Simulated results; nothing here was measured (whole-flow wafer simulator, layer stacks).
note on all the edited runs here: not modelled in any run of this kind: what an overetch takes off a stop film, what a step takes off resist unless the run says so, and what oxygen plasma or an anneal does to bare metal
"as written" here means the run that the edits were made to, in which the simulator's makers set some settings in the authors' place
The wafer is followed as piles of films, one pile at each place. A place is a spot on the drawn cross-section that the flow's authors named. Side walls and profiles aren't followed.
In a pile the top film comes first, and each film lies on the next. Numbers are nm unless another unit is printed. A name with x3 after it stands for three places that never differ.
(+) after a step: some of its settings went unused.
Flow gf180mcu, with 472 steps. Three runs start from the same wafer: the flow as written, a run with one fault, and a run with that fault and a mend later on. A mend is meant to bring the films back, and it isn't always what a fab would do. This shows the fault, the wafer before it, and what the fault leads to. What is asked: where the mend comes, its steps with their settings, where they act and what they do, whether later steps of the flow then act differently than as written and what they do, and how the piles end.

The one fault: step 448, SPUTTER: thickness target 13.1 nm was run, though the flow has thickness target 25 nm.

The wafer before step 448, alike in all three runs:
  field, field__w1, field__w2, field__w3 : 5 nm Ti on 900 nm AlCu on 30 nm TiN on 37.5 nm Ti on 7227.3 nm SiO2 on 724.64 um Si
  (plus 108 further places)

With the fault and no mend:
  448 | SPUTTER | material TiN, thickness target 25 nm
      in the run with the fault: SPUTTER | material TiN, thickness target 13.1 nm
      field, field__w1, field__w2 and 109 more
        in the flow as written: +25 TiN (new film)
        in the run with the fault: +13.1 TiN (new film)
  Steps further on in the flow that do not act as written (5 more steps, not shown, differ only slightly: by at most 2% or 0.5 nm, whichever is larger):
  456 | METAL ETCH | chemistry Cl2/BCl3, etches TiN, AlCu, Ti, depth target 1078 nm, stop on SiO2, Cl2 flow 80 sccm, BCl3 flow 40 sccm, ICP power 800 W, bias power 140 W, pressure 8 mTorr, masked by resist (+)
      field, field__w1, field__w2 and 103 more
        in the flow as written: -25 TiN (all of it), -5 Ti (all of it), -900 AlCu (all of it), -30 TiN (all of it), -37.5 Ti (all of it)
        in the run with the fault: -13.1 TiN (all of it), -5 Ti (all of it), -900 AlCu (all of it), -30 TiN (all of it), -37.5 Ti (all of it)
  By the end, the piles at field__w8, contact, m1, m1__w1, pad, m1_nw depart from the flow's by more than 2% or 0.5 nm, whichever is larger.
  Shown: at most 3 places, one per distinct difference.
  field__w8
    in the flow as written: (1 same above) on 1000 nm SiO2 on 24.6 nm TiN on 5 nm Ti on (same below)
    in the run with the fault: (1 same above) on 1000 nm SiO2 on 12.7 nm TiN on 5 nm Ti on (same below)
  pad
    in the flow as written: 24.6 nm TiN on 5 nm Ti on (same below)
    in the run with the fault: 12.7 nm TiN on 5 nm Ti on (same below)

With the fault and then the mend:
  After step 448 comes the mend.
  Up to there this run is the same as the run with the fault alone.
  448a | SPUTTER | material TiN, thickness target 11.9 nm (a further turn of the flow's step 448, with different settings)
      field, field__w1, field__w2 and 109 more
        +11.9 TiN
  None of the later steps of the flow acts differently than as written at any place that is followed.
  At every place that both follow, the piles at the end match the flow's.
